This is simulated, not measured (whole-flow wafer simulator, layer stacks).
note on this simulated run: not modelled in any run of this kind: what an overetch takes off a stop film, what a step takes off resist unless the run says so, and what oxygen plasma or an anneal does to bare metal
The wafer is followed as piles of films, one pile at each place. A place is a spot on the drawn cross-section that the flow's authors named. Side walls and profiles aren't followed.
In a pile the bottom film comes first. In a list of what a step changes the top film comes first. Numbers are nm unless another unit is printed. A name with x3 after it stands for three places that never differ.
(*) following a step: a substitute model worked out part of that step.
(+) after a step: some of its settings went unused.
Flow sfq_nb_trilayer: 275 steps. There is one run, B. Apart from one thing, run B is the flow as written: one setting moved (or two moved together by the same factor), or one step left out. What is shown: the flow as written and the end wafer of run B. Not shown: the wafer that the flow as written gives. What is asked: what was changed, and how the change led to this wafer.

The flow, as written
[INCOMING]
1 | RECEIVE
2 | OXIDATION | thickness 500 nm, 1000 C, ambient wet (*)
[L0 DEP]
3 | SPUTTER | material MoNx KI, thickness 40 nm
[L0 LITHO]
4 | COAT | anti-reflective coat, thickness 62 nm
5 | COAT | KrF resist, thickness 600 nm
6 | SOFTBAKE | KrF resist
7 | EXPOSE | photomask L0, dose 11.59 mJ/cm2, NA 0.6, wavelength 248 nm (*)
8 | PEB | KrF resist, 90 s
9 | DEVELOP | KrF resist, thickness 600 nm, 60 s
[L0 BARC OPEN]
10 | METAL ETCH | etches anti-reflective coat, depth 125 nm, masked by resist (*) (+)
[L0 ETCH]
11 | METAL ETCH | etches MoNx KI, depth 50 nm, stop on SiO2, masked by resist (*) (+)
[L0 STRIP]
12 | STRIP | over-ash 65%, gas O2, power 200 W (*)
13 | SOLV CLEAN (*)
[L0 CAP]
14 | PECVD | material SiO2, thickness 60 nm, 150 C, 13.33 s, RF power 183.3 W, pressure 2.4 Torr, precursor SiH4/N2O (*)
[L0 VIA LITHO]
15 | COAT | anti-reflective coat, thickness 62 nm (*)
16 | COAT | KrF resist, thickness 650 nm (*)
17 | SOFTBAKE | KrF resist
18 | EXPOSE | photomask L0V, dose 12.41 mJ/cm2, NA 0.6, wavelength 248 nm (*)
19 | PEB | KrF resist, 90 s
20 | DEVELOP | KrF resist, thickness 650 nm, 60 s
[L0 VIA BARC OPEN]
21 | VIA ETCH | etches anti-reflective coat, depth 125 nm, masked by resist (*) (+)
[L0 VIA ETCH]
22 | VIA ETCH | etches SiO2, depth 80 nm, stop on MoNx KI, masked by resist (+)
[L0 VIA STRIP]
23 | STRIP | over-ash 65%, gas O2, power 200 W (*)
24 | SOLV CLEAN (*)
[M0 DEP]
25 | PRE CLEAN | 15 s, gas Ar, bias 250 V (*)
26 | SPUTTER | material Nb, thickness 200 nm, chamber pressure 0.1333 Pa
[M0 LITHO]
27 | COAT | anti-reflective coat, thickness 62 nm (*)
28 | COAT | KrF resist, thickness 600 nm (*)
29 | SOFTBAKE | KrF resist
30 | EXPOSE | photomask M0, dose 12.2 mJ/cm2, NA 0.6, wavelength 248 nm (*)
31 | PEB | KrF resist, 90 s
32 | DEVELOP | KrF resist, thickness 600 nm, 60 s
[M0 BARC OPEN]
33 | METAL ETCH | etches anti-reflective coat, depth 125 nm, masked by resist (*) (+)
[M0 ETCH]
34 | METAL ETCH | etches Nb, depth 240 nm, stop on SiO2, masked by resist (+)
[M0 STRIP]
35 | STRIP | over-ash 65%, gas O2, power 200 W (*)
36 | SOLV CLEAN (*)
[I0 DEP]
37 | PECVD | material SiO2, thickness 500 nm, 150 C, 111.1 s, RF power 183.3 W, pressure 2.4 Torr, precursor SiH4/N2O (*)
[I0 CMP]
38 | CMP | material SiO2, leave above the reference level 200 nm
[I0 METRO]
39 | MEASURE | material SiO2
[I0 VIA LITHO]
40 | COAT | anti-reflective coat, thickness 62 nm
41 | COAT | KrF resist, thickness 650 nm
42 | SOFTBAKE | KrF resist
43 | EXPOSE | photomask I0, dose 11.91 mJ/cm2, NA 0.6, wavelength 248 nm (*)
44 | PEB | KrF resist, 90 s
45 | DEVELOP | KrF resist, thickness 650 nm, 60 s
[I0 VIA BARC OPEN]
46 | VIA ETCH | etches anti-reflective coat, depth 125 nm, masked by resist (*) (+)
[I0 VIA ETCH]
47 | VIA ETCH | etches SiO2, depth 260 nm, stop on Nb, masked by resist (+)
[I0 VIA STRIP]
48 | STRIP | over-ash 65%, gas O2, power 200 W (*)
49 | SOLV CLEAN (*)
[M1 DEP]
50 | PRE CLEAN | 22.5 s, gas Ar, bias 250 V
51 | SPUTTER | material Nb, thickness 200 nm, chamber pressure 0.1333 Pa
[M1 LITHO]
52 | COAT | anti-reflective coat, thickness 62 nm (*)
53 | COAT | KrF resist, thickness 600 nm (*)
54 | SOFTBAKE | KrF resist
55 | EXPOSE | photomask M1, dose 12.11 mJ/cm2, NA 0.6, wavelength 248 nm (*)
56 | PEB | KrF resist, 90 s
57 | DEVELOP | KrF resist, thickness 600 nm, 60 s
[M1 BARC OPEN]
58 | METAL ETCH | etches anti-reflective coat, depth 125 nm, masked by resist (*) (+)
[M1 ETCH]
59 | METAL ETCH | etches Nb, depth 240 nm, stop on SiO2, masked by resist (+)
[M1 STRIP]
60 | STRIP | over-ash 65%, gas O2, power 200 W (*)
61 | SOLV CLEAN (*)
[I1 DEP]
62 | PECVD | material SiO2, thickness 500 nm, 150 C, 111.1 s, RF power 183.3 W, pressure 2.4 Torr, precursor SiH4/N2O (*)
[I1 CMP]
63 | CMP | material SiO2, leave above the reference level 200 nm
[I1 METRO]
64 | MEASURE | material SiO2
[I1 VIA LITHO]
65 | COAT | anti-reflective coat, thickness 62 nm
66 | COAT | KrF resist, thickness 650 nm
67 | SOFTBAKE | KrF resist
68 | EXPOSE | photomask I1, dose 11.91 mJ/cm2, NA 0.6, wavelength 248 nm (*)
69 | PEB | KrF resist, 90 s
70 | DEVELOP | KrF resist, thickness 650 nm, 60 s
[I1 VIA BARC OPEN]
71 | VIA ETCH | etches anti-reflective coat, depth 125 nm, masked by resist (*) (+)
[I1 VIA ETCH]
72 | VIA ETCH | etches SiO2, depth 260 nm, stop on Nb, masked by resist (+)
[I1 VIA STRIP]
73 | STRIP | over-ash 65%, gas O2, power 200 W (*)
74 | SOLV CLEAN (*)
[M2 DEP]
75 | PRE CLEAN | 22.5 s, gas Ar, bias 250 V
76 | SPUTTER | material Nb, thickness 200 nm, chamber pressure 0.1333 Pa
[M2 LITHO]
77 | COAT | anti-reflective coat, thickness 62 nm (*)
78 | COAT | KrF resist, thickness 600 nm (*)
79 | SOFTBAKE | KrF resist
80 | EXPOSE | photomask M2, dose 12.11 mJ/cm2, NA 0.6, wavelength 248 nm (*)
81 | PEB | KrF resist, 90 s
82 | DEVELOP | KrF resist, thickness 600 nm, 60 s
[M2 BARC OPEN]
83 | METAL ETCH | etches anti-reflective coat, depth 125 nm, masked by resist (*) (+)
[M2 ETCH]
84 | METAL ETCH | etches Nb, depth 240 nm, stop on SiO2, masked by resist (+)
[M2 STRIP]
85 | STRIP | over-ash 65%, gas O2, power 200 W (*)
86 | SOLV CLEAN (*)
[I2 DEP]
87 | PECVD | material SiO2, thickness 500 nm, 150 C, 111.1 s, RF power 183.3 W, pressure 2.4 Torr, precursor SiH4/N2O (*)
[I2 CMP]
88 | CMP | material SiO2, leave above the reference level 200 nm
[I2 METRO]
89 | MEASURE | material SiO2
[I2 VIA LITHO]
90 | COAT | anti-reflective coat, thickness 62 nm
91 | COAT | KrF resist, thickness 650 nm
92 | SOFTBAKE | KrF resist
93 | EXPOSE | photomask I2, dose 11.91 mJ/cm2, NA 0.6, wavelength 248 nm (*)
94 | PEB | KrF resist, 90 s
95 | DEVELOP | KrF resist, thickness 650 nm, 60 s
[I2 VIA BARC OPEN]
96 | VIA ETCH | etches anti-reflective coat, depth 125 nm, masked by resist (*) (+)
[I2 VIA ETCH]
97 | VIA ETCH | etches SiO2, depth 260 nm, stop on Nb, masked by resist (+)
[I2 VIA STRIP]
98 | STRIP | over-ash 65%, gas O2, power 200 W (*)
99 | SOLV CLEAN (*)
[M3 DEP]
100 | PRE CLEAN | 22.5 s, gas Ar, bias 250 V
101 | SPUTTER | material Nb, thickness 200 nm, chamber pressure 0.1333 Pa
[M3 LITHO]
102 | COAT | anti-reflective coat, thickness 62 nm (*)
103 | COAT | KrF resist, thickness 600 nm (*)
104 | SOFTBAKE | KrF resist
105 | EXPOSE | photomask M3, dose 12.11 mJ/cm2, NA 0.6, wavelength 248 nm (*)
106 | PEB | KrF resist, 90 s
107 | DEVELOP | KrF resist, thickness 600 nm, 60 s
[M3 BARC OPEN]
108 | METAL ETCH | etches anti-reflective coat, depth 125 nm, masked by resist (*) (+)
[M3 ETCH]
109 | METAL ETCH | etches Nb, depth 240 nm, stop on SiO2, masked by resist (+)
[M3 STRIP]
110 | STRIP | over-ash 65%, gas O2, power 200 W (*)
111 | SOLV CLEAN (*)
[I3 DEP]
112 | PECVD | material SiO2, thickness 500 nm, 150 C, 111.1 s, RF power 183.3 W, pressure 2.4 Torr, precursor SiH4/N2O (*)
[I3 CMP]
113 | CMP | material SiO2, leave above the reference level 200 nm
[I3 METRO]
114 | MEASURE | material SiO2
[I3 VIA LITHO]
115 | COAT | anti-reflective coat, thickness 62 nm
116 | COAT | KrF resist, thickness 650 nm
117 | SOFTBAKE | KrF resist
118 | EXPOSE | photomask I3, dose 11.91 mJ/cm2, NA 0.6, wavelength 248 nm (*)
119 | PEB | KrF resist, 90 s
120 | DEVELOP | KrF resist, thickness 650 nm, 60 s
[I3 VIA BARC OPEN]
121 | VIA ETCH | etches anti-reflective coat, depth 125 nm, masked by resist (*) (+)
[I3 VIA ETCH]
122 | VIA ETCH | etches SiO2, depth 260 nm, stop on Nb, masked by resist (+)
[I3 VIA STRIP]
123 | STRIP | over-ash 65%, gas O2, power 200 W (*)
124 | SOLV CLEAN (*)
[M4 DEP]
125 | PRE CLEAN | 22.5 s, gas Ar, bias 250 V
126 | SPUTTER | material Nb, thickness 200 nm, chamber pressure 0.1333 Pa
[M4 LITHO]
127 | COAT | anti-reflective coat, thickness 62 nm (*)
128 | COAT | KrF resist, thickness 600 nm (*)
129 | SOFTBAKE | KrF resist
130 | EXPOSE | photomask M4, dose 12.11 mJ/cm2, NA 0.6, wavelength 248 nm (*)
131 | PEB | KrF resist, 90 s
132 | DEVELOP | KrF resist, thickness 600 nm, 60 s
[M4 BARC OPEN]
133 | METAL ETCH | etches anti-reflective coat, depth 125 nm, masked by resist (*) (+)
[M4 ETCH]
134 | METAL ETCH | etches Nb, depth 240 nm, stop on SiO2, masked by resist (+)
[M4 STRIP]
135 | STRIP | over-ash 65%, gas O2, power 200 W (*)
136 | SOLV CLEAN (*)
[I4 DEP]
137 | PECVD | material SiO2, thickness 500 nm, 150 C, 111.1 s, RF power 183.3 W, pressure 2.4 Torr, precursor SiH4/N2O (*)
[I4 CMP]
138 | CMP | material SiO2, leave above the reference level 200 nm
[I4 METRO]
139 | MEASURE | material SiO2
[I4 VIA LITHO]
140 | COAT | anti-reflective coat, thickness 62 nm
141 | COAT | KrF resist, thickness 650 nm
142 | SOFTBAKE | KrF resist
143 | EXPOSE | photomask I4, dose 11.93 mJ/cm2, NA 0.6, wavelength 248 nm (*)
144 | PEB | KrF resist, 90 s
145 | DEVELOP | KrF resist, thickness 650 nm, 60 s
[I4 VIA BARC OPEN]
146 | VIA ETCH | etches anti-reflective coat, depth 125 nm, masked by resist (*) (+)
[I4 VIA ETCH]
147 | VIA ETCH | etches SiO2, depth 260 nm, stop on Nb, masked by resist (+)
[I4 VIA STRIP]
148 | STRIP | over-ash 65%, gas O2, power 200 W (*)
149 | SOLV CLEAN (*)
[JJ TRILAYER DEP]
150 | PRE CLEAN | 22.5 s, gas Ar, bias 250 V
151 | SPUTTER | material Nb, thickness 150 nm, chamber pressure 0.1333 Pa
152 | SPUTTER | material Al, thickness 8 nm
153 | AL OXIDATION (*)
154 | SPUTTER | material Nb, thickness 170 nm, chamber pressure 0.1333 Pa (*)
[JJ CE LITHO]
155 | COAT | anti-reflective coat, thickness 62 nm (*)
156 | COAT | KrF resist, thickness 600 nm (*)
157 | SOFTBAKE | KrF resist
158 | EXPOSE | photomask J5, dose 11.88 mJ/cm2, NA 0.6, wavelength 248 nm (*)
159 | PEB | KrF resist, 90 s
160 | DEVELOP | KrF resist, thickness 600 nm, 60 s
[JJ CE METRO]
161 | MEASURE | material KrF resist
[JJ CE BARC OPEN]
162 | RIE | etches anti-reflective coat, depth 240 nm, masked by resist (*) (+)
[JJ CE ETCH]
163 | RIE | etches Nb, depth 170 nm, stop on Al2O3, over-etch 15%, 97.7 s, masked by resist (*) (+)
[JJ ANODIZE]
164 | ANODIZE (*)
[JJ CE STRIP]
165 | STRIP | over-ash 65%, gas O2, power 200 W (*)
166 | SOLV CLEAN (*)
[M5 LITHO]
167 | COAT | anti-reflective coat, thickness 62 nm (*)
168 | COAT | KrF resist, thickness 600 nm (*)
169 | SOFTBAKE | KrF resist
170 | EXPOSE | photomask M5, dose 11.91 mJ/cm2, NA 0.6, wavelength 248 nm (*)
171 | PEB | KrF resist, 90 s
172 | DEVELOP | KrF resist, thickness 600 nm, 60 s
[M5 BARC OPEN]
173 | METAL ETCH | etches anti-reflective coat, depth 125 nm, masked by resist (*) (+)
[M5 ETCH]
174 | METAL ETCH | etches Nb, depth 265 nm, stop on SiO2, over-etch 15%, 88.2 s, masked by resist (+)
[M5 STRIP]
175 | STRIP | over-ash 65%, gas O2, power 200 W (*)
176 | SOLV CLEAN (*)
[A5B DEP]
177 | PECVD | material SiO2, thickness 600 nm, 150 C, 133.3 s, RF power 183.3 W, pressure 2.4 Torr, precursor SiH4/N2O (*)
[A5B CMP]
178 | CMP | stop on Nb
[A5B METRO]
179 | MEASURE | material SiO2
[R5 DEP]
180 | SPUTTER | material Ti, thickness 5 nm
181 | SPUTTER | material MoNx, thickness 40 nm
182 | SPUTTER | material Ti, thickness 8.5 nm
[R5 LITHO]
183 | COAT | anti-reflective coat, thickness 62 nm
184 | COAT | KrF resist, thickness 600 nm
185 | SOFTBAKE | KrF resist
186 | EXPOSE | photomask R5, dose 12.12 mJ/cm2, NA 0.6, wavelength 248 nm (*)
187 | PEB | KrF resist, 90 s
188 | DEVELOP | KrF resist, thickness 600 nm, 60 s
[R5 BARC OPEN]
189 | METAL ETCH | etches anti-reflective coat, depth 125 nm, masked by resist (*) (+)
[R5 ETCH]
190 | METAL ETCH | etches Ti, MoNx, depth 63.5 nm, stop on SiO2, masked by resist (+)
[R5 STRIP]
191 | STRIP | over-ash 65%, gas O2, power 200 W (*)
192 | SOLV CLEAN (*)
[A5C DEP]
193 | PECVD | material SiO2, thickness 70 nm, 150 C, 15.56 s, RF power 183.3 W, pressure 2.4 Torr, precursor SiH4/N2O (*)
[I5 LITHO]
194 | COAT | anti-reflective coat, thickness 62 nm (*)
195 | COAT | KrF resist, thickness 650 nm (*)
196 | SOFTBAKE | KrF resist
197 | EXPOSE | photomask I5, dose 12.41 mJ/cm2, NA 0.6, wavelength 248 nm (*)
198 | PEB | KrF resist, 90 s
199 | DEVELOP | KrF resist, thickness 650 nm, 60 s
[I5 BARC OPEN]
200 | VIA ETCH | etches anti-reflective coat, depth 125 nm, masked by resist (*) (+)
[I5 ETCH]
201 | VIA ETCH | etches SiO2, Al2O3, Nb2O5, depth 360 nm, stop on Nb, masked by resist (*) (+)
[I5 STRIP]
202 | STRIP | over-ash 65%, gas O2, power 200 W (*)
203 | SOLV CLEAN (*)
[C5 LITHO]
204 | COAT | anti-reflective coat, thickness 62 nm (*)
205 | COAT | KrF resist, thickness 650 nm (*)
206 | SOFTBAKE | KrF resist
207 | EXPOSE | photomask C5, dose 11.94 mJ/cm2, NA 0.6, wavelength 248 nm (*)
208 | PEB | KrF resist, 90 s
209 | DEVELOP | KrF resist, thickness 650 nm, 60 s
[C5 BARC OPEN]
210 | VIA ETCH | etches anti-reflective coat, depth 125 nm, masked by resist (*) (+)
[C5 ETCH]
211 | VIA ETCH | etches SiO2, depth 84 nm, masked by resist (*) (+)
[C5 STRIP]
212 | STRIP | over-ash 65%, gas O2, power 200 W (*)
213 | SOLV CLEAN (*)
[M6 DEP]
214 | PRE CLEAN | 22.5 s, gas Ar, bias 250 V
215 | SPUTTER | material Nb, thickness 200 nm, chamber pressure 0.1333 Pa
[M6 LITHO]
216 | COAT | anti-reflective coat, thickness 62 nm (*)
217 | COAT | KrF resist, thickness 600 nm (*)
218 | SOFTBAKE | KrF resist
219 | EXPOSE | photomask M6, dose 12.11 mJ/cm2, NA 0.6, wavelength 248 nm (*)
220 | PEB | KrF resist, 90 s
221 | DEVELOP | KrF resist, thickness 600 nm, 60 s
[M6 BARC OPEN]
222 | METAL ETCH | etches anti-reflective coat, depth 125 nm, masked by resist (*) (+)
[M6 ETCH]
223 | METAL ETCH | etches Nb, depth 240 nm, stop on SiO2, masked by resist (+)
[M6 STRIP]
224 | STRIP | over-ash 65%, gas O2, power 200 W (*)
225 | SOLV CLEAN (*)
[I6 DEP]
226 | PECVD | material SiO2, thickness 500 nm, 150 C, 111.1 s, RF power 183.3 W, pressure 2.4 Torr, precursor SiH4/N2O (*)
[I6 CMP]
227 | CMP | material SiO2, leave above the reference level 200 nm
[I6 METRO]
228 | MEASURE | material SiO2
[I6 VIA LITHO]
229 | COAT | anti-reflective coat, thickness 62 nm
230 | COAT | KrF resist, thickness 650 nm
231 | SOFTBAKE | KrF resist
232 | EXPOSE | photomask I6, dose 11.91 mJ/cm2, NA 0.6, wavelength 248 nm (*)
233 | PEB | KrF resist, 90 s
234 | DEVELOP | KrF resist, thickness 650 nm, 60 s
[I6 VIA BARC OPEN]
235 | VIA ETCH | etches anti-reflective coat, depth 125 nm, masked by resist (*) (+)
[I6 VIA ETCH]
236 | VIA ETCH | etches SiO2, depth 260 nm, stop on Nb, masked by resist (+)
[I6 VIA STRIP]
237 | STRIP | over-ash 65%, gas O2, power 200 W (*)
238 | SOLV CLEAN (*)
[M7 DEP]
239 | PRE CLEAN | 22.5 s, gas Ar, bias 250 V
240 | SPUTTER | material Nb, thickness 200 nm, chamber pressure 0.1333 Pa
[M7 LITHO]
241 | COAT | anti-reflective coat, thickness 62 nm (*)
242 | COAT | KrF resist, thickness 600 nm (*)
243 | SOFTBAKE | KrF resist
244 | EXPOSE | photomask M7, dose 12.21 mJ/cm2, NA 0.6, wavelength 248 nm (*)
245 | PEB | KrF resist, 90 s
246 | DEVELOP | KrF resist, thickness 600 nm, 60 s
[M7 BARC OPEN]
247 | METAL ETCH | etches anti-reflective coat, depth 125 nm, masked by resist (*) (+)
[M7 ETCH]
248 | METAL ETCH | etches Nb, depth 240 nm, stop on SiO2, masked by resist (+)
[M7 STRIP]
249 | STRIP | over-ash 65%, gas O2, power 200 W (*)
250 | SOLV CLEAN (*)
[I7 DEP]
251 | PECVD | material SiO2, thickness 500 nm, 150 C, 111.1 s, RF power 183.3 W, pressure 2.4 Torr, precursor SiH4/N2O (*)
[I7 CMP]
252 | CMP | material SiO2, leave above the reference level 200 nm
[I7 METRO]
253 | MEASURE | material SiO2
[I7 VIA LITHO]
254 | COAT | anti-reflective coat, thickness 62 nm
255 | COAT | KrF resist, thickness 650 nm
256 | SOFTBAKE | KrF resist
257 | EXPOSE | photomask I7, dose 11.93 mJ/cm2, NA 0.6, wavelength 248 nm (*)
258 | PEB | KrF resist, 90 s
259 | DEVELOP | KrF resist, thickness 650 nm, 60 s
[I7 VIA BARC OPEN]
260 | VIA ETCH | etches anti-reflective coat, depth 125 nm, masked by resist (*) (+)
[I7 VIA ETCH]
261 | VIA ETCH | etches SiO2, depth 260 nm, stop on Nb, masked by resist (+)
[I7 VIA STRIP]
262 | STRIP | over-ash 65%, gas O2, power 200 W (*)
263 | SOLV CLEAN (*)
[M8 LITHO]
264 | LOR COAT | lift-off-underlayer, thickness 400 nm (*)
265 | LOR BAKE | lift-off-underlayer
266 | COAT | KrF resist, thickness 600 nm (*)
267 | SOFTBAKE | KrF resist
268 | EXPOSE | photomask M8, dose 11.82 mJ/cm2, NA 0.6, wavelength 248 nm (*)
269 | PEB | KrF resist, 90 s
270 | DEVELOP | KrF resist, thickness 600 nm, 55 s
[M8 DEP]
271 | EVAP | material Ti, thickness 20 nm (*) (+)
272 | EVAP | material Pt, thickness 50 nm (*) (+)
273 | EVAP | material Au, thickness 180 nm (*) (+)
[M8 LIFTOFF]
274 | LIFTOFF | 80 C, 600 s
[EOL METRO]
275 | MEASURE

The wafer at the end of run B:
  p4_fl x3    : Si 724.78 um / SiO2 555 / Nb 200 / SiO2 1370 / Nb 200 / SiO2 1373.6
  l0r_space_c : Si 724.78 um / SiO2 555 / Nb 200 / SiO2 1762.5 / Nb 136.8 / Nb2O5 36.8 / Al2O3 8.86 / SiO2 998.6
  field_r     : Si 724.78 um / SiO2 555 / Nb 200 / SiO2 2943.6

Cause: step 152, SPUTTER: thickness 5.68 nm was run, while the flow as written has thickness 8 nm.

The path from the change to this, step by step:
  152 | SPUTTER | material Al, thickness 8 nm
      field_l, v_sur, via_sp and 100 more: Al gains 5.68 (new film) (it would be, as written: Al gains 8 (new film))
      via_wl, via_wr: Al gains 3.65 (new film) (it would be, as written: Al gains 5.14 (new film))
      (as well as at 1 more place)
  164 | ANODIZE (*)
      field_l, v_sur, via_sp and 96 more: Al2O3 gains 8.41, Nb2O5 gains 36.8 (new film), Al loses 5.1 (all of it), Nb loses 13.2 (it would be, as written: Al2O3 gains 12.2, Nb2O5 gains 29.9 (new film), Al loses 7.42 (all of it), Nb loses 10.8)
      via_wl, via_wr: Al2O3 gains 5.06 (new film), Nb2O5 gains 43.6 (new film), Al loses 3.07 (all of it), Nb loses 15.7 (it would be, as written: Al2O3 gains 7.52 (new film), Nb2O5 gains 39.2 (new film), Al loses 4.56 (all of it), Nb loses 14.1)
      (as well as at 1 more place)
  167 | COAT | anti-reflective coat, thickness 62 nm (*)
      ce_r: anti-reflective coat gains 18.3 (new film) (it would be, as written: anti-reflective coat gains 19.7 (new film))
  174 | METAL ETCH | etches Nb, depth 265 nm, stop on SiO2, over-etch 15%, 88.2 s, masked by resist (+)
      field_l, r_sur, res and 50 more: Al2O3 loses 8.8 (all of it), Nb2O5 loses 36.8 (all of it), Nb loses 136.8 (all of it), SiO2 loses 12.2 (it would be, as written: Al2O3 loses 12.6 (all of it), Nb2O5 loses 29.9 (all of it), Nb loses 139.2 (all of it), SiO2 loses 12.3)
  175 | STRIP | over-ash 65%, gas O2, power 200 W (*)
      ce_r: KrF resist loses 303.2 (all of it), anti-reflective coat loses 18.3 (all of it) (it would be, as written: KrF resist loses 299.9 (all of it), anti-reflective coat loses 19.7 (all of it))
  201 | VIA ETCH | etches SiO2, Al2O3, Nb2O5, depth 360 nm, stop on Nb, masked by resist (*) (+)
      be: SiO2 loses 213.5 (all of it), Al2O3 loses 8.86 (all of it), Nb2O5 loses 36.8 (all of it) (it would be, as written: SiO2 loses 216.4 (all of it), Al2O3 loses 12.7 (all of it), Nb2O5 loses 29.9 (all of it))
